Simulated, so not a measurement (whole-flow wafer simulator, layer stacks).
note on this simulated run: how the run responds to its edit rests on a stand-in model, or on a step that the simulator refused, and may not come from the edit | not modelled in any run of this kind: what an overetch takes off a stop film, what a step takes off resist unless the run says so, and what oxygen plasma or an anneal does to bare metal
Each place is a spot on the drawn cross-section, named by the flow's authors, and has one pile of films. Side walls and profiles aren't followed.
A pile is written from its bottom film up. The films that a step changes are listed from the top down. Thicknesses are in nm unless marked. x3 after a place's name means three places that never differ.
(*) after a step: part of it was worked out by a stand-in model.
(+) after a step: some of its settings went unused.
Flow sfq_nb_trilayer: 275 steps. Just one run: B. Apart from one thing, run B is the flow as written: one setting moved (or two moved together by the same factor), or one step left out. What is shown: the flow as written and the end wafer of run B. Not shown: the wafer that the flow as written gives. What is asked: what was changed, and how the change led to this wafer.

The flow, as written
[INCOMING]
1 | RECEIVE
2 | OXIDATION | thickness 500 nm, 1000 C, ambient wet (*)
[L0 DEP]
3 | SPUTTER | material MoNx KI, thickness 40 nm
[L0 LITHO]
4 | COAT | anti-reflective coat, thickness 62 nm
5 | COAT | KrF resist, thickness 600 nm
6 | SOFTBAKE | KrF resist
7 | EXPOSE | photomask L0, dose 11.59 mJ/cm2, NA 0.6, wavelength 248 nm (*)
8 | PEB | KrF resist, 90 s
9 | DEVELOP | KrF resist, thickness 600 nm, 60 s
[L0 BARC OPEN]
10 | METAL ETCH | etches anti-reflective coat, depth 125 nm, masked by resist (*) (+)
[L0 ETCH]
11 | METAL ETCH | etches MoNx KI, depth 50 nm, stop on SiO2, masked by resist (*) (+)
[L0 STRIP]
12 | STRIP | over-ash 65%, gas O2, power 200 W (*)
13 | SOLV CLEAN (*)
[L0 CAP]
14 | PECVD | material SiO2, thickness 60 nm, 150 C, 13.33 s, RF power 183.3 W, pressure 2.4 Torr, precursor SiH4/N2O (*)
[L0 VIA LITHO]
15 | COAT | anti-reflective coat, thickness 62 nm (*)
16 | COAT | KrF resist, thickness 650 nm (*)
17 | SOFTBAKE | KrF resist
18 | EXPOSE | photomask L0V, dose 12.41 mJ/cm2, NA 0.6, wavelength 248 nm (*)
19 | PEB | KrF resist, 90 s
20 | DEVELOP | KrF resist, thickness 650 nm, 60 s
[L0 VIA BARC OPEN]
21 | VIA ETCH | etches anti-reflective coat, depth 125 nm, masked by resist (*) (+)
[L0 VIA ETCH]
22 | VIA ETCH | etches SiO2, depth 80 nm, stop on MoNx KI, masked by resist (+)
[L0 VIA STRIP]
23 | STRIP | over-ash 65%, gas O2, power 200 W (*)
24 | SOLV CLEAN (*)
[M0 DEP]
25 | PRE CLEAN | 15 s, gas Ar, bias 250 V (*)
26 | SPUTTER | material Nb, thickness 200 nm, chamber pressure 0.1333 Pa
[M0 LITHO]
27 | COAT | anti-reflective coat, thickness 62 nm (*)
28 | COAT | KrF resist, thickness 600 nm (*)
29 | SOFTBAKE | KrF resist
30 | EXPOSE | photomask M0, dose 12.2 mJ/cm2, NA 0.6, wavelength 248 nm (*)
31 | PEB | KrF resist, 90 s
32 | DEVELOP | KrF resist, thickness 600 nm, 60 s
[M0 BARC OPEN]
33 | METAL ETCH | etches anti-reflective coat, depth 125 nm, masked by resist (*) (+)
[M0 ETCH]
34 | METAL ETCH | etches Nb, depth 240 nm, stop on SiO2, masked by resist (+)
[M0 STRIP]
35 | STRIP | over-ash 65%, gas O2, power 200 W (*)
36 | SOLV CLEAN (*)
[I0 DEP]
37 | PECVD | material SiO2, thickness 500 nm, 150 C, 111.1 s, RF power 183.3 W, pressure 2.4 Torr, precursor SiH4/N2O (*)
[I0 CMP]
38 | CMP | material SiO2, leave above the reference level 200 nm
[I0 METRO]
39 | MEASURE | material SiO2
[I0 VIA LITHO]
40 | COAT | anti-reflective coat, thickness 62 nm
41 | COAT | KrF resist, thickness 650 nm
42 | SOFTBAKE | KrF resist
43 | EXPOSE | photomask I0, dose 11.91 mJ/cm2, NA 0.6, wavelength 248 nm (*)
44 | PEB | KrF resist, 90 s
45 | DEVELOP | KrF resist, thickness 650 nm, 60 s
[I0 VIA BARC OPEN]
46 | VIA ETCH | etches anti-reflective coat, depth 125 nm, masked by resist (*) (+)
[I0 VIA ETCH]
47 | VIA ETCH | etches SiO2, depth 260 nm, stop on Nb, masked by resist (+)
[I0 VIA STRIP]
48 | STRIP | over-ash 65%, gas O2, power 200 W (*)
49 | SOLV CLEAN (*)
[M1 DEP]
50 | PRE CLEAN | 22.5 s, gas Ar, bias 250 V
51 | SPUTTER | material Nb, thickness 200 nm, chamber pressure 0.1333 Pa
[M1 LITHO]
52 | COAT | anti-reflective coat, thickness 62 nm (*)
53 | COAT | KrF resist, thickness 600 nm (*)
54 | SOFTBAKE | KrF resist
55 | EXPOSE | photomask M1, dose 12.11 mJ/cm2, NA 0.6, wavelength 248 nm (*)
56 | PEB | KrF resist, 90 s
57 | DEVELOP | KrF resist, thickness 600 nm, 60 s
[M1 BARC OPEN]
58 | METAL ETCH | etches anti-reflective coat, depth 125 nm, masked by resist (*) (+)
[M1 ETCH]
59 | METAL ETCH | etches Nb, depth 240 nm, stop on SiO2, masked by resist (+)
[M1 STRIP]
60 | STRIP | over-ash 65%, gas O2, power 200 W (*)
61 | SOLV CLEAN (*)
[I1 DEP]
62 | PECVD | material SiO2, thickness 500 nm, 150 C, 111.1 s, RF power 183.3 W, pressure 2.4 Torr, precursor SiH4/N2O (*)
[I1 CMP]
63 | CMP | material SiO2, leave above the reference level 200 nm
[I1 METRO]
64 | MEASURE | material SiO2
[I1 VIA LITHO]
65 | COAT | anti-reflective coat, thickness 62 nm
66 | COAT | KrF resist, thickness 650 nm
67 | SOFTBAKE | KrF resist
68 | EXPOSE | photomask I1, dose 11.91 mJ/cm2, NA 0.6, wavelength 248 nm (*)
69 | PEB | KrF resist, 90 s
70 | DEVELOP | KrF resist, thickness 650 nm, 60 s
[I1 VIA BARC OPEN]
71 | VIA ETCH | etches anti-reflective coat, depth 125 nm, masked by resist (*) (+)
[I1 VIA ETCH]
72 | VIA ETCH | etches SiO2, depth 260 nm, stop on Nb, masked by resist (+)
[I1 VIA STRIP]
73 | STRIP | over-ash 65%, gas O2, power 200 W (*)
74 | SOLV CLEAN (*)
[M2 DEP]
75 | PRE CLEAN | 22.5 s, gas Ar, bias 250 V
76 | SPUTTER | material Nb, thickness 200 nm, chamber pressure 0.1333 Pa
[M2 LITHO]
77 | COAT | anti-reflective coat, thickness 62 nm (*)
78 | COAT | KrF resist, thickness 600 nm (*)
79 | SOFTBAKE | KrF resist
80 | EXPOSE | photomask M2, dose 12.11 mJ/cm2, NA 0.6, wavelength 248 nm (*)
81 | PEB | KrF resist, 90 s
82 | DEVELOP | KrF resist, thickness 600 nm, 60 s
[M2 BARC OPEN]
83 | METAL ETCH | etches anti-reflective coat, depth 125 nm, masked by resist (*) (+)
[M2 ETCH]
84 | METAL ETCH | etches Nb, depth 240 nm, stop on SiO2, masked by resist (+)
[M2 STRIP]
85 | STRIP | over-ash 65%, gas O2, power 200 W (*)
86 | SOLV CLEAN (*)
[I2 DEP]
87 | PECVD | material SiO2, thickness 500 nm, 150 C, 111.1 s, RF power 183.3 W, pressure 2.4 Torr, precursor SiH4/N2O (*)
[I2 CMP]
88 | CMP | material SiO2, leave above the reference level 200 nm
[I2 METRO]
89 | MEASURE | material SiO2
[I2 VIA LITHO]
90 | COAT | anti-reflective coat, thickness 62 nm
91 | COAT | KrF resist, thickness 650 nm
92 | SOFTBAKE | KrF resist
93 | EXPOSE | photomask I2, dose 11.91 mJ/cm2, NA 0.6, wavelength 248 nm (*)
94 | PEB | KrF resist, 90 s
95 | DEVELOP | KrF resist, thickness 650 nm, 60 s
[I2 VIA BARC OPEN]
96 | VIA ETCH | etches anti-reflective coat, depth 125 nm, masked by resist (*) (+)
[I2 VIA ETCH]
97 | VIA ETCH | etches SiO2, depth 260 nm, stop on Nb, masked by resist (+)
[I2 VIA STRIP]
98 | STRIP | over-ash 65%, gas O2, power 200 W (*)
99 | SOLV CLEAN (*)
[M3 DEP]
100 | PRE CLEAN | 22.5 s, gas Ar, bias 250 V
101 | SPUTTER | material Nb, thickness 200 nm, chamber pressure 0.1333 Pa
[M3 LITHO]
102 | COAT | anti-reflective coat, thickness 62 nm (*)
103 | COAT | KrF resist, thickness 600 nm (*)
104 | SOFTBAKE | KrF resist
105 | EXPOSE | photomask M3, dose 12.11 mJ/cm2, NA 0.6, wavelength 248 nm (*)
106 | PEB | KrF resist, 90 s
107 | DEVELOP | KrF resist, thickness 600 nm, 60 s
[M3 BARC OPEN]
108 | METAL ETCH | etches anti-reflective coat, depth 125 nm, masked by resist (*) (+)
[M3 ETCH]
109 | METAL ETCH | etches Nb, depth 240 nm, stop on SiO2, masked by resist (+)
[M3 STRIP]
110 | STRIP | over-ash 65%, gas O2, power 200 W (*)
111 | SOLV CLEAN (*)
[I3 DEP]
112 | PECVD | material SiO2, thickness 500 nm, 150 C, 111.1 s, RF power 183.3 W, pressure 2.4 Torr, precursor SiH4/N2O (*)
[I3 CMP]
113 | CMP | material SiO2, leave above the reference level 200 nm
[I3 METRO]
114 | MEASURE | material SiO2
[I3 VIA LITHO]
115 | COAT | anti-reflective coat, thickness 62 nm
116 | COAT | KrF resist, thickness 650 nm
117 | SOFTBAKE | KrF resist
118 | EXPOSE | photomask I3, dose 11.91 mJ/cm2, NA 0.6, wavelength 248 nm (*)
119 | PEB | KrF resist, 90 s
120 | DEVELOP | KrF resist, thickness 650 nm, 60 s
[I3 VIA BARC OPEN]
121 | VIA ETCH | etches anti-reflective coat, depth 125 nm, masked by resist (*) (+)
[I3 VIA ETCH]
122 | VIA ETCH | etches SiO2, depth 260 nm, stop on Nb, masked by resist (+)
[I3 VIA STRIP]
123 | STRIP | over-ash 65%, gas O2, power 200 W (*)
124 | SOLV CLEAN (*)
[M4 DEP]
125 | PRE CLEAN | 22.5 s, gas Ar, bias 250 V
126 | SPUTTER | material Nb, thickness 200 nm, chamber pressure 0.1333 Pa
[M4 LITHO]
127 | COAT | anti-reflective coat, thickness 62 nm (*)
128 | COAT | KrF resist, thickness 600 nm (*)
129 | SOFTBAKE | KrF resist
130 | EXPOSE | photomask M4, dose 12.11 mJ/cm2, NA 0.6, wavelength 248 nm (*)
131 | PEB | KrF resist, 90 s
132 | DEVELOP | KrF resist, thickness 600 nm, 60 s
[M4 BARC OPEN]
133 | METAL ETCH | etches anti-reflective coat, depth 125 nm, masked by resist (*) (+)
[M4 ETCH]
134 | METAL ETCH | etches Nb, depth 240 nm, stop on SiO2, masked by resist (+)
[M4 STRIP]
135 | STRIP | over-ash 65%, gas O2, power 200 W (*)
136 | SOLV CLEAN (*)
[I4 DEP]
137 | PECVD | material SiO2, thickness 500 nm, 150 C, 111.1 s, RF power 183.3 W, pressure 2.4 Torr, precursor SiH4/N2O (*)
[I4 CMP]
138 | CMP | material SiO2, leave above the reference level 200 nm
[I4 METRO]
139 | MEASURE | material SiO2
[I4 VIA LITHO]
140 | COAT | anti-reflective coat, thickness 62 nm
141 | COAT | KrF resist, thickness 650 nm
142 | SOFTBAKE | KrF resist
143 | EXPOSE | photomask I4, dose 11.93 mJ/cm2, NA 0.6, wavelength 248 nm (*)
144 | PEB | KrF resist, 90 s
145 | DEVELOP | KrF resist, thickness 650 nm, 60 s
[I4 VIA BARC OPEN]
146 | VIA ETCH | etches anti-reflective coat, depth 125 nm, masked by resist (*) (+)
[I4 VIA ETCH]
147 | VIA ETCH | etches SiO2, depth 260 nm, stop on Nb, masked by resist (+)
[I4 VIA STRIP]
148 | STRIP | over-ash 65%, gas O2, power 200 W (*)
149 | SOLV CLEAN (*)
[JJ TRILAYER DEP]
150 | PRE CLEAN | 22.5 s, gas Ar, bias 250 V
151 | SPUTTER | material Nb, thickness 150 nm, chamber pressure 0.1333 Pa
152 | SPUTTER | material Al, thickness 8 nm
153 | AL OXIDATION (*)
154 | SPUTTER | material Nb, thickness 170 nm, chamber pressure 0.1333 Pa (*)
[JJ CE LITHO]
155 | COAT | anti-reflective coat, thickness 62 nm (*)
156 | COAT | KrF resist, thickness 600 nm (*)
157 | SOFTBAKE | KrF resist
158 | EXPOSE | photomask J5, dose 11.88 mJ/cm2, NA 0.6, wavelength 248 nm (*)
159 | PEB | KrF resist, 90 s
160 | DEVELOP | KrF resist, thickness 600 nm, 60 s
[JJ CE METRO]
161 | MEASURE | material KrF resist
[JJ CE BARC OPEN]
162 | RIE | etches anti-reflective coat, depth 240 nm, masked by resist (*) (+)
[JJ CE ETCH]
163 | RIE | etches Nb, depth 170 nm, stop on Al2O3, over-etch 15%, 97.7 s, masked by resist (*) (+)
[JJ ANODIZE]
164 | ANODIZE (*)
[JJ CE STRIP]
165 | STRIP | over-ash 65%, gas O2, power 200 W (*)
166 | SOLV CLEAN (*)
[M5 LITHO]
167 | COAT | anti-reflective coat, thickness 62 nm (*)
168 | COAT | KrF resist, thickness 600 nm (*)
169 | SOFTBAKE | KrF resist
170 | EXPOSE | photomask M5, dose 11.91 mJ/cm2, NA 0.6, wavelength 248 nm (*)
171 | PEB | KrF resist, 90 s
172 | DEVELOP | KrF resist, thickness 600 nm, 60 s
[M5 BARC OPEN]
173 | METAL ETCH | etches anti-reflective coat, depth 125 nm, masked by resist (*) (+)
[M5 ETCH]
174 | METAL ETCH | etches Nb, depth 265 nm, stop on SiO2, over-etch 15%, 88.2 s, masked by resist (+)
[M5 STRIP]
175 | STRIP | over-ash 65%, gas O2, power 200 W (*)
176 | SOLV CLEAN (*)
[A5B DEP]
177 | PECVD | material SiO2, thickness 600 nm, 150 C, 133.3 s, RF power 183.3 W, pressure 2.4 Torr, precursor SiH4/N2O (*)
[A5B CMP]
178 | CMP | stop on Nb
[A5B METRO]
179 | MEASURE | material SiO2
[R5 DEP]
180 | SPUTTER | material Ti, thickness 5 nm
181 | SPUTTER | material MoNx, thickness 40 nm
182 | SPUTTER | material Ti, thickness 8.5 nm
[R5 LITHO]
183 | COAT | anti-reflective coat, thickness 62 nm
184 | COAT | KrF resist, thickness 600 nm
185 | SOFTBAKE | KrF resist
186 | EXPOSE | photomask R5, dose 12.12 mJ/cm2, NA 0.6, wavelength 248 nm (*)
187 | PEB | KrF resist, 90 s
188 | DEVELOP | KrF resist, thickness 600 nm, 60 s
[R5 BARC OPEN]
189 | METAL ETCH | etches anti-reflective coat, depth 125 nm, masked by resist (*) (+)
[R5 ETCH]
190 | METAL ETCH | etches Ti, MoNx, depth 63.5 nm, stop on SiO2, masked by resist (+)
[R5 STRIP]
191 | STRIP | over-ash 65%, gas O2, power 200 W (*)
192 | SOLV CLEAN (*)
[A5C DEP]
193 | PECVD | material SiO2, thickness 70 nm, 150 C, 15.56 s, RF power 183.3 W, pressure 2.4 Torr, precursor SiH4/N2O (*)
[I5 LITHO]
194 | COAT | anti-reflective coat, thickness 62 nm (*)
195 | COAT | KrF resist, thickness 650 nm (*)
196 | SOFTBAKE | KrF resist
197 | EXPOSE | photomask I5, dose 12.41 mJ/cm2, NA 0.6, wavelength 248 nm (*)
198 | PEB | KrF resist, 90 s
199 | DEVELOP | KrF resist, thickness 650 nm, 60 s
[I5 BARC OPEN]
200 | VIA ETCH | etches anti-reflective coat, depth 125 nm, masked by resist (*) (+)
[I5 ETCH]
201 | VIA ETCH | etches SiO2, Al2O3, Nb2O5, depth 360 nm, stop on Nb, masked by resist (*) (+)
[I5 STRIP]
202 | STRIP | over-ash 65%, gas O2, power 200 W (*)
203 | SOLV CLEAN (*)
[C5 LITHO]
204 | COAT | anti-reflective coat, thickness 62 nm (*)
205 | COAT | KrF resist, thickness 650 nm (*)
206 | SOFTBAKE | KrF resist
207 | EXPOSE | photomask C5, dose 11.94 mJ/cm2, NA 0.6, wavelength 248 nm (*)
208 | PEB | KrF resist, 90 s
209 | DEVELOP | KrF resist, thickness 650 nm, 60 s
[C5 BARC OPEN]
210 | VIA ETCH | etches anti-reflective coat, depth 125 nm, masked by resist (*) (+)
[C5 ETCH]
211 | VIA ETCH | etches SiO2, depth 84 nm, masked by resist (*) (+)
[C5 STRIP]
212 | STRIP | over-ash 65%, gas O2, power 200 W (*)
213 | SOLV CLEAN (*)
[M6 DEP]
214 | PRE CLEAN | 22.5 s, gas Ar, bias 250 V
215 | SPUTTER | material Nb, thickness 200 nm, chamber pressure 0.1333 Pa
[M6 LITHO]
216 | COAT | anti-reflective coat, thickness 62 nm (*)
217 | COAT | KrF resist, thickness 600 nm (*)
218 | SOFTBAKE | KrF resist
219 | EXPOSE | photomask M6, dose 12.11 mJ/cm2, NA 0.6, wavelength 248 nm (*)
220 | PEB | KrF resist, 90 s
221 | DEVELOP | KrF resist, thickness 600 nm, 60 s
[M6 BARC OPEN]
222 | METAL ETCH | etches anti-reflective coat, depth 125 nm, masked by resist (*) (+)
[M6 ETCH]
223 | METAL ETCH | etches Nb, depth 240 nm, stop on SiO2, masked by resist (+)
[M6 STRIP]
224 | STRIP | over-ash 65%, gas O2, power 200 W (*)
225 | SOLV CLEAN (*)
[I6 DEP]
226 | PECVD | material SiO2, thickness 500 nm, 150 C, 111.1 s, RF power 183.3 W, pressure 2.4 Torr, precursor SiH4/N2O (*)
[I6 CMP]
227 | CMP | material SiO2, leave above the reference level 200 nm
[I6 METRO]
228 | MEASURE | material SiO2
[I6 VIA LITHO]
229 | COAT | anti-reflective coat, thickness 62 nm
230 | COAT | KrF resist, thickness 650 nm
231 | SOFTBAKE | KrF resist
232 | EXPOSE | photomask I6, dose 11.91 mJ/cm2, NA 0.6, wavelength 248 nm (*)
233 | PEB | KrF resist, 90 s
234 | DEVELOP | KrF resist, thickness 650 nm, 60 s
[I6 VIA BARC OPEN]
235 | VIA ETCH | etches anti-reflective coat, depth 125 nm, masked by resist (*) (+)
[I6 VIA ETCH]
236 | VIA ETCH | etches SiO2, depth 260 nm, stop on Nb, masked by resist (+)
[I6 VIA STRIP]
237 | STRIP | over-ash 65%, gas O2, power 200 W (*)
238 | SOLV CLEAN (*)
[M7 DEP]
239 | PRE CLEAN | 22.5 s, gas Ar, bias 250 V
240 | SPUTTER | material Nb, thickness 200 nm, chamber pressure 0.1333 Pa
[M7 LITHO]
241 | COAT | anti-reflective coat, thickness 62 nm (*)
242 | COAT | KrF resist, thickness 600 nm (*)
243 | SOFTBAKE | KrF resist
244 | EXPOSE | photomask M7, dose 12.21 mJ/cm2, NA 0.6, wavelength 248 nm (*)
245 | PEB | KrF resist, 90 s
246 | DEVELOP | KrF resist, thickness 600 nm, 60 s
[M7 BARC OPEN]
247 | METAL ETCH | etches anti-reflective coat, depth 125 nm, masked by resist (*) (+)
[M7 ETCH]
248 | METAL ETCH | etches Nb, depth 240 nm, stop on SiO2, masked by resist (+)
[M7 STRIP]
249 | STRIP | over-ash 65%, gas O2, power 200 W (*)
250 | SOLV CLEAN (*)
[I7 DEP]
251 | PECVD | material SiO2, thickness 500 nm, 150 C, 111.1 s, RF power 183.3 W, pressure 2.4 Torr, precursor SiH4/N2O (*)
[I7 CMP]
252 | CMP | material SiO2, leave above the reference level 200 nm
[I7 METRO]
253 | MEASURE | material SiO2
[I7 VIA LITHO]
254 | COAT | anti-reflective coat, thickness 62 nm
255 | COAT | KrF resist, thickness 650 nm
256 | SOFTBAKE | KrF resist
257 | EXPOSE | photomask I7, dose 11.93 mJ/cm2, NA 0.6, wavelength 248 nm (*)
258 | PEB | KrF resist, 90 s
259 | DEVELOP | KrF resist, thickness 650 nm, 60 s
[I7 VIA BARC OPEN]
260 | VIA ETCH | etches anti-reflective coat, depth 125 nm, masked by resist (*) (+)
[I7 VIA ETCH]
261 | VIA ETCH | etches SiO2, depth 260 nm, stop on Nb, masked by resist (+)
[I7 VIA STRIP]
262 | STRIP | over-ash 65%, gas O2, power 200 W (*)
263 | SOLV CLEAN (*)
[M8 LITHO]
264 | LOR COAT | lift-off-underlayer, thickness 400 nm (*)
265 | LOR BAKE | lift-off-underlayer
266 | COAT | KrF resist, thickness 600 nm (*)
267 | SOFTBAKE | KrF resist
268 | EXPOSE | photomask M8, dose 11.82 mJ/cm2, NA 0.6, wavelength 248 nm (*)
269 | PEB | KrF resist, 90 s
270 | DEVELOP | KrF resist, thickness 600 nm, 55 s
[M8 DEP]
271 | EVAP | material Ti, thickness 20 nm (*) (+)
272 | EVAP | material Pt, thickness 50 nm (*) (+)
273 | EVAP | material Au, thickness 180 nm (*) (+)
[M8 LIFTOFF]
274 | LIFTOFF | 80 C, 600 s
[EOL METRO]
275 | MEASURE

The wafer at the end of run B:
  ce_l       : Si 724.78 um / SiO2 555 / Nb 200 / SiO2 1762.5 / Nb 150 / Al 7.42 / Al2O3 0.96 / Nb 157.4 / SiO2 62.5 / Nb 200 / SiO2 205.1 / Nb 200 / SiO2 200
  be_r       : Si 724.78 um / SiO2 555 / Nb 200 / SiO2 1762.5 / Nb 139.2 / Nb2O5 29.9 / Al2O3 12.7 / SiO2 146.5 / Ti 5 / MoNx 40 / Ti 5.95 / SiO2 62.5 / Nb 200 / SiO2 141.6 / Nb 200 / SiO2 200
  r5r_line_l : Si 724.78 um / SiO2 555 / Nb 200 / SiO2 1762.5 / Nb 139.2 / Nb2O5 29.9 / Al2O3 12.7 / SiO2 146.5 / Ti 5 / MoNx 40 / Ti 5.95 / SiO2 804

The reason: step 182, SPUTTER: thickness 5.95 nm was run, whereas the flow has thickness 8.5 nm.
The wafer lets one read it off: be_r has Ti 5.95, and step 182 as written asks for 8.5 nm.

The path from the change to this, step by step:
  182 | SPUTTER | material Ti, thickness 8.5 nm
      field_l, v_sur, via_wl and 103 more: Ti gains 5.95 (new film) (it would be, as written: Ti gains 8.5 (new film))
  190 | METAL ETCH | etches Ti, MoNx, depth 63.5 nm, stop on SiO2, masked by resist (+)
      field_l, v_sur, via_wl and 92 more: Ti loses 5.95 (all of it), MoNx loses 40 (all of it), Ti loses 5 (all of it) (it would be, as written: Ti loses 8.5 (all of it), MoNx loses 40 (all of it), Ti loses 5 (all of it))
      ce_l, c5j, ce_r, wl_jj: Ti loses 5.95 (all of it), MoNx loses 40 (all of it), Ti loses 5 (all of it), Nb loses 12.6 (it would be, as written: Ti loses 8.5 (all of it), MoNx loses 40 (all of it), Ti loses 5 (all of it), Nb loses 10)
